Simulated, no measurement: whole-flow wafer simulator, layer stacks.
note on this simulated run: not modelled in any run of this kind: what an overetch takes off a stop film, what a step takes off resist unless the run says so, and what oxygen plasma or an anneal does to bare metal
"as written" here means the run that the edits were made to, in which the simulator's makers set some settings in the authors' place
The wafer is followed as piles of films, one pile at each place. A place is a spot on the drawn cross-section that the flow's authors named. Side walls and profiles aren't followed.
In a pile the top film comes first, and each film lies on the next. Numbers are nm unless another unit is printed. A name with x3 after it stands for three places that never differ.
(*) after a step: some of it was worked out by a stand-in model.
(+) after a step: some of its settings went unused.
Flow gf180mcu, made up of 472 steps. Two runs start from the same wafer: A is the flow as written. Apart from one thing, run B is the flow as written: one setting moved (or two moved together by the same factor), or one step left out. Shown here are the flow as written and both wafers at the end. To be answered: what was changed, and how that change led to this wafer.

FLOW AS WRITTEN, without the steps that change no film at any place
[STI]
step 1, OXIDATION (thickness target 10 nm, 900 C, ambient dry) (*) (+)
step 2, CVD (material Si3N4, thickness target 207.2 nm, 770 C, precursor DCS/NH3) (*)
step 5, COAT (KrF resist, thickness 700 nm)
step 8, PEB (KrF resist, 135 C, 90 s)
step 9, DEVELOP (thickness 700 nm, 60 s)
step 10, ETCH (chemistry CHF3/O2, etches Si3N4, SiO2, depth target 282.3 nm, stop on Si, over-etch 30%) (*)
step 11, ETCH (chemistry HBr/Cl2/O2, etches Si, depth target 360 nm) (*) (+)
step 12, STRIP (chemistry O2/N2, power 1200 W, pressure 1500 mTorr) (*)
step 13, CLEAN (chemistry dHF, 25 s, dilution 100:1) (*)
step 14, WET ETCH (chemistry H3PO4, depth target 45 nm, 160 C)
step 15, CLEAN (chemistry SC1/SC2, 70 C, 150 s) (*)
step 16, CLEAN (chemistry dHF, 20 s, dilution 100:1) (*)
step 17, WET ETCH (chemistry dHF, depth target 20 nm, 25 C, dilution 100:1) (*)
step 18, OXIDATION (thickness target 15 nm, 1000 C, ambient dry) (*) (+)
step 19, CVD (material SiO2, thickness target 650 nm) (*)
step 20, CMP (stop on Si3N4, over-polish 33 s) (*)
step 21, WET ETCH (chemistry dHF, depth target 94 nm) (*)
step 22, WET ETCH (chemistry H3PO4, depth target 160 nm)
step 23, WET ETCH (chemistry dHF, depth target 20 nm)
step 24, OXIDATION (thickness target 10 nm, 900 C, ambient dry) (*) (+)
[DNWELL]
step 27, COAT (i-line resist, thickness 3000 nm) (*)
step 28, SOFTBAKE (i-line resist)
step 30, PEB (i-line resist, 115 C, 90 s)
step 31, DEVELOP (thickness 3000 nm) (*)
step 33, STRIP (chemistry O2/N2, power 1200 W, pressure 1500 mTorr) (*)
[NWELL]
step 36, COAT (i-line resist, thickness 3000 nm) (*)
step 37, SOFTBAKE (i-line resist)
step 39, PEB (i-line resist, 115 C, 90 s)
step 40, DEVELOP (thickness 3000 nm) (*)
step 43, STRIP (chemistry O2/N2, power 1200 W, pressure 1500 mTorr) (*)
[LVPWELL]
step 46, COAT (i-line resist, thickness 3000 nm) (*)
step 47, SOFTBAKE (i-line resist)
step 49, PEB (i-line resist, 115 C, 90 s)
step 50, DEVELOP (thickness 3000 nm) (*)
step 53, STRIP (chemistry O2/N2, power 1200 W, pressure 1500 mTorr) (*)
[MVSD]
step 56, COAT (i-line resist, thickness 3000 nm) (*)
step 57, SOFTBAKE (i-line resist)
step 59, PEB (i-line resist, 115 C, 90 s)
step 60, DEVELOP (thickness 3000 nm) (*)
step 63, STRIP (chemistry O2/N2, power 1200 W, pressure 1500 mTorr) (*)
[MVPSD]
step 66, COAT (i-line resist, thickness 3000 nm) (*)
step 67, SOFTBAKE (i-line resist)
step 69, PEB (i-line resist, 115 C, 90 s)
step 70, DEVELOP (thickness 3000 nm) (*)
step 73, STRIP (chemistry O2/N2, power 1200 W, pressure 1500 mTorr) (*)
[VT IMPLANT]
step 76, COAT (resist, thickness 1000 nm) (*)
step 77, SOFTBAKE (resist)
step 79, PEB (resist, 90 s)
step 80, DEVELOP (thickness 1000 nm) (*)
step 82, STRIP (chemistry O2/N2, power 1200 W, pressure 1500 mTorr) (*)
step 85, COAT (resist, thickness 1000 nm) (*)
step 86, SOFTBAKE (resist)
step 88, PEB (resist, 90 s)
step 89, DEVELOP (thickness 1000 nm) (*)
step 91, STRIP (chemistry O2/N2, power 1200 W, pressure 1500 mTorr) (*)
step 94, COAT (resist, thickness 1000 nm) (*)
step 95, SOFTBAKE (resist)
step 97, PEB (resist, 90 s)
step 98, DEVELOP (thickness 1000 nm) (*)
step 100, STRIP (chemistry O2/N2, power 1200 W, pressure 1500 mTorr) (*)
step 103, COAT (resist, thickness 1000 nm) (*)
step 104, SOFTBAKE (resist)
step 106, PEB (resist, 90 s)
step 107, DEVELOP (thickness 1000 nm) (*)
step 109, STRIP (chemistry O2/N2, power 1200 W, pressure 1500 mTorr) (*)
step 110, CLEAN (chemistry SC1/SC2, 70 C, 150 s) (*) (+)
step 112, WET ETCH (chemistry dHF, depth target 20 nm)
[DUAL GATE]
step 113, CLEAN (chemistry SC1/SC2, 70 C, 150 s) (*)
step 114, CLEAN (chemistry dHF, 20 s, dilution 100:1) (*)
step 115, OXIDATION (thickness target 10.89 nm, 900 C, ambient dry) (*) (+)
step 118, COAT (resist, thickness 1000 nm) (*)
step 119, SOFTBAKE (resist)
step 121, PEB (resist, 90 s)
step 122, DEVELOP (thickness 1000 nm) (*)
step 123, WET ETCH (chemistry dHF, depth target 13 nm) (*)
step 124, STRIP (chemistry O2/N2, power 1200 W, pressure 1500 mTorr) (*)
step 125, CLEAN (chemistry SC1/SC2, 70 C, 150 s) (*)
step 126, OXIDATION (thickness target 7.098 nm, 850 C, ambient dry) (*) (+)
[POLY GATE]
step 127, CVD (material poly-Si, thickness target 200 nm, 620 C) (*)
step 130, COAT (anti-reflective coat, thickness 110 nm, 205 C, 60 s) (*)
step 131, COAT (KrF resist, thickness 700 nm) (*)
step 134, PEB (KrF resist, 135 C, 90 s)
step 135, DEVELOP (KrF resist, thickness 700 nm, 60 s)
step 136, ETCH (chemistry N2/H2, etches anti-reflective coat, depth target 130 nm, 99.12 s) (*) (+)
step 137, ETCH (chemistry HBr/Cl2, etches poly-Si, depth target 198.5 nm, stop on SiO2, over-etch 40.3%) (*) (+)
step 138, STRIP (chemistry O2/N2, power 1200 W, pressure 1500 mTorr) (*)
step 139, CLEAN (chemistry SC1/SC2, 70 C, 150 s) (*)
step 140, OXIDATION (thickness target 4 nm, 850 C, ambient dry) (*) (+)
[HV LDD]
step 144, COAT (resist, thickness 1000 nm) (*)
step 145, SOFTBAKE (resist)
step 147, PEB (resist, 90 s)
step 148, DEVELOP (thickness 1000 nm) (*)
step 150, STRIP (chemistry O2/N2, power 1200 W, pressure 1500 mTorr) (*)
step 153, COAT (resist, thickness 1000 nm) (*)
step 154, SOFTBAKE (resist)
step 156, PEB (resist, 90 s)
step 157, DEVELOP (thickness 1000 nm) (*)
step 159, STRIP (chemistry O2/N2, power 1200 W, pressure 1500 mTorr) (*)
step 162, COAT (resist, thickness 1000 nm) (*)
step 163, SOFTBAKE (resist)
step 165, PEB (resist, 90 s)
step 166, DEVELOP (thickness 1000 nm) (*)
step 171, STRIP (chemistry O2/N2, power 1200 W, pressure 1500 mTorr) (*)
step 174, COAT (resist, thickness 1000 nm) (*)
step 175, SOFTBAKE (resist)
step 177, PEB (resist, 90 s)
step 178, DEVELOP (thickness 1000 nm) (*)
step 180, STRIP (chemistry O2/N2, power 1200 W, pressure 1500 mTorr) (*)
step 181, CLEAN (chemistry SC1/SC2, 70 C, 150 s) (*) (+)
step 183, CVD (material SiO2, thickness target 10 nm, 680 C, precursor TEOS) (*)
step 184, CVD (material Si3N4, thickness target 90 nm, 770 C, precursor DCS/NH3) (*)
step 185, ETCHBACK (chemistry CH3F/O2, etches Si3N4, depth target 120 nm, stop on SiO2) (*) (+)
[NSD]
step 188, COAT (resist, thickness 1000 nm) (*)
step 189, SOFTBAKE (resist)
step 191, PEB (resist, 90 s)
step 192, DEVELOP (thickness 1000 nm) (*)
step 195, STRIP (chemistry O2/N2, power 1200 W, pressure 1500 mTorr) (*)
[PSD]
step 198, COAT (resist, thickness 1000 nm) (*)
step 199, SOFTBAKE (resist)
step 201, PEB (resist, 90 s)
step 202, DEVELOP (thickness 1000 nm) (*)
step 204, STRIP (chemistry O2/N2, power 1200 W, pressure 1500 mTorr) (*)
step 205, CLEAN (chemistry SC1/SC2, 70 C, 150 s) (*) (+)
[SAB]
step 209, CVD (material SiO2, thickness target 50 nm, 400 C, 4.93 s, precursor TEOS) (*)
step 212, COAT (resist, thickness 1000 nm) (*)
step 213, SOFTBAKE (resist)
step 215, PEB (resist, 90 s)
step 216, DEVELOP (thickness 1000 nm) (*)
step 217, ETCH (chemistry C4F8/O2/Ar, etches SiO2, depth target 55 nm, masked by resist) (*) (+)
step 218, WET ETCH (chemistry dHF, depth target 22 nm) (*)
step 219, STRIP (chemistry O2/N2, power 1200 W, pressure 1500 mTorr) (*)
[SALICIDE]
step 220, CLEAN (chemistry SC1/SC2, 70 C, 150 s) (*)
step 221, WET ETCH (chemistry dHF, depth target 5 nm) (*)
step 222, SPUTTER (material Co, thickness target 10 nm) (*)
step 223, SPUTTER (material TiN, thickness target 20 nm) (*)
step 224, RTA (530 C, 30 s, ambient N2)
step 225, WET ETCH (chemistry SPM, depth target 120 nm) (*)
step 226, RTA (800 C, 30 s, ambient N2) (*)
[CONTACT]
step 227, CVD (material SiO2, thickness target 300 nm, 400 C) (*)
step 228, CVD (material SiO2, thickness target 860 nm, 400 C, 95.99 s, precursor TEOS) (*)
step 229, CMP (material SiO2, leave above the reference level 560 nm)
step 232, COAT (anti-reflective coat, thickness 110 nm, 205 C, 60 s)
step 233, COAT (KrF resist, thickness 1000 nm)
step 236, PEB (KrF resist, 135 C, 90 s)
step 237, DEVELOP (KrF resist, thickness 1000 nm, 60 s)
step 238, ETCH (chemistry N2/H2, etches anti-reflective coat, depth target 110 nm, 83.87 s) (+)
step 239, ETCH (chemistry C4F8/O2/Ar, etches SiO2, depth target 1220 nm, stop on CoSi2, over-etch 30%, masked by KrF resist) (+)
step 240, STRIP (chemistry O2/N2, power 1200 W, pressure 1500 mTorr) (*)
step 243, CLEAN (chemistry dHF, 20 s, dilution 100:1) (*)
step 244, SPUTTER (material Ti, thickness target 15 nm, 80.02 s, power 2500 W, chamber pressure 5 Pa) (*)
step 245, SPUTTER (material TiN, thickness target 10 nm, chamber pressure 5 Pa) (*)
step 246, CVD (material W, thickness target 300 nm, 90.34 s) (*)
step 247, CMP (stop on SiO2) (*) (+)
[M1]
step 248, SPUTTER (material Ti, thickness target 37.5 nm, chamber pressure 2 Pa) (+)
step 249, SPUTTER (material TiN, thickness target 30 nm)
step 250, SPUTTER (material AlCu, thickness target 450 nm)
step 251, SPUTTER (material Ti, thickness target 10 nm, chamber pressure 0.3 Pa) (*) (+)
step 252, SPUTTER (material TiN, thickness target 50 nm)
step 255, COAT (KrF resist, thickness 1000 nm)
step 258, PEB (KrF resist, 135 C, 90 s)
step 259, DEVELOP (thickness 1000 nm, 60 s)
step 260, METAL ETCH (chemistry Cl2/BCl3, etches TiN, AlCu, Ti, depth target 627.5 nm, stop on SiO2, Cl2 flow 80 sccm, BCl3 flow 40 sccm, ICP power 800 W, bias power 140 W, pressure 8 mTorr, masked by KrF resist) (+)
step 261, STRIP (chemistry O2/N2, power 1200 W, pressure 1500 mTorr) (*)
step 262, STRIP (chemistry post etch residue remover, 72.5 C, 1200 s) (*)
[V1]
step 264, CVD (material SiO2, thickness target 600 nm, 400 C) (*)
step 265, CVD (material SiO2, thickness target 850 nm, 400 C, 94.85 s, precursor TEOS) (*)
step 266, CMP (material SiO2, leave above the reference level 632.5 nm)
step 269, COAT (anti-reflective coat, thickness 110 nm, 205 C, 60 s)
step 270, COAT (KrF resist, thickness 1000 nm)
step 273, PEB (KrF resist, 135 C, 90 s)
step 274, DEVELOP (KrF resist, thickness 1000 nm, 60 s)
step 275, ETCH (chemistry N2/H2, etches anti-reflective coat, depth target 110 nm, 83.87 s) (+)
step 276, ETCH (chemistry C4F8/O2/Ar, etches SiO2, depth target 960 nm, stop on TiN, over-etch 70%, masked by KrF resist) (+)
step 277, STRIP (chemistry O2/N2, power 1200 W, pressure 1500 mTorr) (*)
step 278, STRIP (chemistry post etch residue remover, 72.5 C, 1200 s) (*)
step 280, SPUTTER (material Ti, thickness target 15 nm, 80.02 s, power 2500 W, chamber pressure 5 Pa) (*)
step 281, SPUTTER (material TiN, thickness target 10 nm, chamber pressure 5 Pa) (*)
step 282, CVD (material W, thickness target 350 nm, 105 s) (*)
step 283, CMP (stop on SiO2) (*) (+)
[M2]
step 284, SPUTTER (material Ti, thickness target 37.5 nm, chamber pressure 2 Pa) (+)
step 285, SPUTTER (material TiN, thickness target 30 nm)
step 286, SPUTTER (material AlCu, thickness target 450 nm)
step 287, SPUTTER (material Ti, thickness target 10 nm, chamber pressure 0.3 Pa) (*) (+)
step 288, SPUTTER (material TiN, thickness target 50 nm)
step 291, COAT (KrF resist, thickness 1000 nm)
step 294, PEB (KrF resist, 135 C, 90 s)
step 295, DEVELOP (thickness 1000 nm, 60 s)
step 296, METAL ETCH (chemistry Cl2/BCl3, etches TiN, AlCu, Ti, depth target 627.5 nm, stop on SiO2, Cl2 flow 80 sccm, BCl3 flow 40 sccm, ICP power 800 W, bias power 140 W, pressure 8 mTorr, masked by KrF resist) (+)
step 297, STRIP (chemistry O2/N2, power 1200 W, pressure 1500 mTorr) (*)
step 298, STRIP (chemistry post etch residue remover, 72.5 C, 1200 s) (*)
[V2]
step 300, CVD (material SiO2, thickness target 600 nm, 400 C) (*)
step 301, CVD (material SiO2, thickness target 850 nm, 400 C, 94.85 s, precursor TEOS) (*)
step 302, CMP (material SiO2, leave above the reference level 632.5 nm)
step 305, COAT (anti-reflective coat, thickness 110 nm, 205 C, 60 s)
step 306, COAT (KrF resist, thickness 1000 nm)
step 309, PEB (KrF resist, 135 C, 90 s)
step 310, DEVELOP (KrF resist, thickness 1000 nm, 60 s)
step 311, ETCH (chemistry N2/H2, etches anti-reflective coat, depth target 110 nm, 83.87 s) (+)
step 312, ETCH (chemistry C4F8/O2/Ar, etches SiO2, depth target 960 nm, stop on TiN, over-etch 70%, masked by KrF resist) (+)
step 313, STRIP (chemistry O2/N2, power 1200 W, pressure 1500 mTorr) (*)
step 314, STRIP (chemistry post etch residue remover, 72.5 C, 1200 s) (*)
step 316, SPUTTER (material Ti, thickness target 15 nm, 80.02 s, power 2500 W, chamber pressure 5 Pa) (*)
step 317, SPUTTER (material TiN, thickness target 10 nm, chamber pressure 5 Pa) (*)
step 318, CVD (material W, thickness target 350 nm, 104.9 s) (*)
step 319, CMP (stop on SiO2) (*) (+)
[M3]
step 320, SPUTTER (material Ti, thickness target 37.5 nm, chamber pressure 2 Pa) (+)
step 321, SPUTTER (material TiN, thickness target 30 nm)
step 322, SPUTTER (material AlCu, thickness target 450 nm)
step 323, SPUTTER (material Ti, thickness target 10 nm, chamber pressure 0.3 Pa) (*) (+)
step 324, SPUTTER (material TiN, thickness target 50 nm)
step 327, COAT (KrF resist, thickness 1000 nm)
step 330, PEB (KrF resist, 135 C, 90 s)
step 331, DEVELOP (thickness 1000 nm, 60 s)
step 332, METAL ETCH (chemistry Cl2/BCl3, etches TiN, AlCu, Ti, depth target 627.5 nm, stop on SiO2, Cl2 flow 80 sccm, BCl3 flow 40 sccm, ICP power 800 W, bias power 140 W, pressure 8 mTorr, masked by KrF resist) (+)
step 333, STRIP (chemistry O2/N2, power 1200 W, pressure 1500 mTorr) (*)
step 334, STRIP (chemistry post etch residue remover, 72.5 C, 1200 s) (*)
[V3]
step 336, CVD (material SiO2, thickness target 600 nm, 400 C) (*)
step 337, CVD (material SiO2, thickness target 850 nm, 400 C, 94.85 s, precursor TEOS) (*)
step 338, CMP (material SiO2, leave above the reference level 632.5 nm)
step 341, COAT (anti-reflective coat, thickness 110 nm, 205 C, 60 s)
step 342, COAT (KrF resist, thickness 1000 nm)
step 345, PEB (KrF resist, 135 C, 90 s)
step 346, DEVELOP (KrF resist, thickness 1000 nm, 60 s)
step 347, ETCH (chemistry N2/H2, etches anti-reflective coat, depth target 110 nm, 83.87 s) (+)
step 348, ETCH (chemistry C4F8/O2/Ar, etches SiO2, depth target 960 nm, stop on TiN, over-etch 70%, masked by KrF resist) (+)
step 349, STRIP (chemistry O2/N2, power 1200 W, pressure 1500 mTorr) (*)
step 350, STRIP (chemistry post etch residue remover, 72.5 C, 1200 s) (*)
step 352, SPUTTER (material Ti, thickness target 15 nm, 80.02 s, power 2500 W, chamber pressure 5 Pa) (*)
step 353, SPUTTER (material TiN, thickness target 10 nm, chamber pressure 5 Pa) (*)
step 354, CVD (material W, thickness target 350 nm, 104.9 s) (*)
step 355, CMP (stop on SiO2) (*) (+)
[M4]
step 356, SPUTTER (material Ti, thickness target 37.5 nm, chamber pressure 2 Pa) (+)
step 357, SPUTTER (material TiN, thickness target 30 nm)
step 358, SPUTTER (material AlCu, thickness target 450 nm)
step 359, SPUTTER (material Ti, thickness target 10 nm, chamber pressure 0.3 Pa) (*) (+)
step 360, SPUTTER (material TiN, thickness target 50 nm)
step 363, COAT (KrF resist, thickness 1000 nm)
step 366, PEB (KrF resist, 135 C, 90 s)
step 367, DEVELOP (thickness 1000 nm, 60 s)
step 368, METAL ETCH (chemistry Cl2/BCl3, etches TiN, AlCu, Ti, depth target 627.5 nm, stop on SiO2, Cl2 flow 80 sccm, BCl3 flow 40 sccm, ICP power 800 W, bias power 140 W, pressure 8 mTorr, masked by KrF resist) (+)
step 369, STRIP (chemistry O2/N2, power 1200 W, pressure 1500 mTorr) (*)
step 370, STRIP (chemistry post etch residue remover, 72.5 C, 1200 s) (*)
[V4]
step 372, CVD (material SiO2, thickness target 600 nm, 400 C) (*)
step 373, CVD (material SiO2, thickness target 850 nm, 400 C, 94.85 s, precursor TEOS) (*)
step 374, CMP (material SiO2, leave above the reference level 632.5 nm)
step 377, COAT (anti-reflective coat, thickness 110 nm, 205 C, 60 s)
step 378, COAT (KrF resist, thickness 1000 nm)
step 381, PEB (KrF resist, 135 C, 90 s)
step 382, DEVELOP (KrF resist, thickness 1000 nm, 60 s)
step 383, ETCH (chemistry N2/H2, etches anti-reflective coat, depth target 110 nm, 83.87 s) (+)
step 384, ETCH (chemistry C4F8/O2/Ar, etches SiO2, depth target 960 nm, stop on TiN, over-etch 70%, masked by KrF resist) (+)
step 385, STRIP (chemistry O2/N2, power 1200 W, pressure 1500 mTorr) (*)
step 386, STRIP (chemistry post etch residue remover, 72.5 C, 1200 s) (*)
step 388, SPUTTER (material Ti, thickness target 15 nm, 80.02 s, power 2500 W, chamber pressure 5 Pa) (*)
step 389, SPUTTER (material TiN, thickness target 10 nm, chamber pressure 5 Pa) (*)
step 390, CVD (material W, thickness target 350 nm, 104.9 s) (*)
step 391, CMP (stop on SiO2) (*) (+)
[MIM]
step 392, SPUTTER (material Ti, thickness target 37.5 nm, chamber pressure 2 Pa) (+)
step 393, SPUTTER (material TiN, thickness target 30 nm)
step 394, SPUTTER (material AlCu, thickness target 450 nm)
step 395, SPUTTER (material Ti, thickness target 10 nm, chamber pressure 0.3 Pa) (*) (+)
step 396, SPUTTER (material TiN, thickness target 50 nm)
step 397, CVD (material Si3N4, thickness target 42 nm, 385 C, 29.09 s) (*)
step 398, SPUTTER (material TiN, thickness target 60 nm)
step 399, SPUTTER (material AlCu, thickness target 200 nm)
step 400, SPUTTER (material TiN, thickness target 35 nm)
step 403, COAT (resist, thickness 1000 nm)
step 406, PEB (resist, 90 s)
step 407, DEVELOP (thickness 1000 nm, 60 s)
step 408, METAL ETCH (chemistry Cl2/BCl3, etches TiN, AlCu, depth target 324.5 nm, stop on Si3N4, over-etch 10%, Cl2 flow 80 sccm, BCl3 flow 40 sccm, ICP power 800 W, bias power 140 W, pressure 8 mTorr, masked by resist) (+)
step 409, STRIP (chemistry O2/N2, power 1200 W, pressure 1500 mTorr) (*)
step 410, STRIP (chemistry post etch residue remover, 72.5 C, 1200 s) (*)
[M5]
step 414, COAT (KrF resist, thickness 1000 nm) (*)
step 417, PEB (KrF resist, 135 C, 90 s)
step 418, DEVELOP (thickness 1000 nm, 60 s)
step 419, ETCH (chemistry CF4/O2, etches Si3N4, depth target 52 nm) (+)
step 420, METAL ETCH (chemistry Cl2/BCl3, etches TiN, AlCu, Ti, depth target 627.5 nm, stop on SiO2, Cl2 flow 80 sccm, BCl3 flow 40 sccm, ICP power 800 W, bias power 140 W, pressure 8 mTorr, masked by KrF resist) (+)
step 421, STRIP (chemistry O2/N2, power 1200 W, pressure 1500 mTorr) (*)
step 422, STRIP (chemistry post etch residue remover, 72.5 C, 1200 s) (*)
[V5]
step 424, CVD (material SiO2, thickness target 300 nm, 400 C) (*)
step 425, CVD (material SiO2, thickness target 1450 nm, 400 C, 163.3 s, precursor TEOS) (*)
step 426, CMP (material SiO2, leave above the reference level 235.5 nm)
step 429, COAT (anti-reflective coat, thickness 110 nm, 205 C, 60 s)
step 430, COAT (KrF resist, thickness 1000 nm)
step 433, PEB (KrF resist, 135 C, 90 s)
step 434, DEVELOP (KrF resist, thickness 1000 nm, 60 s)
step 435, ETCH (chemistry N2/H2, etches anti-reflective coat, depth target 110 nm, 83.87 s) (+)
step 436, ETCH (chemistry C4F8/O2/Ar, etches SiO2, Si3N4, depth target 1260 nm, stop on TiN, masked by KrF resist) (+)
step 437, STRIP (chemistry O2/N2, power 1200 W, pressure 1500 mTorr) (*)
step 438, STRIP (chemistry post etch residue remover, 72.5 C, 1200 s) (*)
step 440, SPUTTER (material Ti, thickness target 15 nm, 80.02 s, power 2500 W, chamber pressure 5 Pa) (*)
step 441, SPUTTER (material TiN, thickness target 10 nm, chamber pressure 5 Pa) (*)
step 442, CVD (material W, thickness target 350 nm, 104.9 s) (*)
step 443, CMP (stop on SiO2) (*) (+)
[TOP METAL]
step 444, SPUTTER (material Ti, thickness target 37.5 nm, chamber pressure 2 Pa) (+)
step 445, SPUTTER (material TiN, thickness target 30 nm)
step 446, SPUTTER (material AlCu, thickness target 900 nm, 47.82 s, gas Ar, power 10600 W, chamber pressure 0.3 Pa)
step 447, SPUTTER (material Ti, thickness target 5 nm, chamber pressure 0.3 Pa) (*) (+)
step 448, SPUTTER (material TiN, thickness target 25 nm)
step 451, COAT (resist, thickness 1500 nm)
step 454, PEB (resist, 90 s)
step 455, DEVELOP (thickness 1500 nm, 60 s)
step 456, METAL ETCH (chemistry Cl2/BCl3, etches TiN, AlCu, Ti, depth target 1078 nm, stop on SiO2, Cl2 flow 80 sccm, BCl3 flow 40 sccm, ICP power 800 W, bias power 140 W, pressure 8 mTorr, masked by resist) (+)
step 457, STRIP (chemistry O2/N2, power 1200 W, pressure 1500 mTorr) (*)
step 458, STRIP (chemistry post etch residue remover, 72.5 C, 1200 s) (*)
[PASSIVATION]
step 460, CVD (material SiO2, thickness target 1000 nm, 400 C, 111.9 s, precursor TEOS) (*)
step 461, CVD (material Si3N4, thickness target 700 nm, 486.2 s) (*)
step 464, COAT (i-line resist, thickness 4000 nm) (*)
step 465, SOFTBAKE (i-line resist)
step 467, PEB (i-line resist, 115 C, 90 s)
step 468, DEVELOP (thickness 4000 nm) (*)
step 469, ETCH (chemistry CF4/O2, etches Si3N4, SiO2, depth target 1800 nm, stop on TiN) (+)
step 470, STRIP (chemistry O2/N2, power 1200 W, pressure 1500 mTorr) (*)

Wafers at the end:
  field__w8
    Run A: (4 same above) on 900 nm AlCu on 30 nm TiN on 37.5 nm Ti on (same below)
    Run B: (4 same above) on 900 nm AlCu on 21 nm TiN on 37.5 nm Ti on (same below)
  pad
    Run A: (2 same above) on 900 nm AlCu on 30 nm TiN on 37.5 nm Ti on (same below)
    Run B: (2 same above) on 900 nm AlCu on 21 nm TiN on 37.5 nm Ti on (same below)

The reason: step 445, SPUTTER: thickness target 21 nm was run, while the flow as written has thickness target 30 nm.
The wafer lets one read it off: field__w8 has TiN 21, and step 445 as written asks for 30 nm.

How this came from the change, step by step:
  step 445, SPUTTER (material TiN, thickness target 30 nm)
      field, field__w1, field__w2 and 109 more: A +30 TiN (new film) | B +21 TiN (new film)
  step 456, METAL ETCH (chemistry Cl2/BCl3, etches TiN, AlCu, Ti, depth target 1078 nm, stop on SiO2, Cl2 flow 80 sccm, BCl3 flow 40 sccm, ICP power 800 W, bias power 140 W, pressure 8 mTorr, masked by resist) (+)
      field, field__w1, field__w2 and 103 more: A -25 TiN (all of it), -5 Ti (all of it), -900 AlCu (all of it), -30 TiN (all of it), -37.5 Ti (all of it) | B -25 TiN (all of it), -5 Ti (all of it), -900 AlCu (all of it), -21 TiN (all of it), -37.5 Ti (all of it)
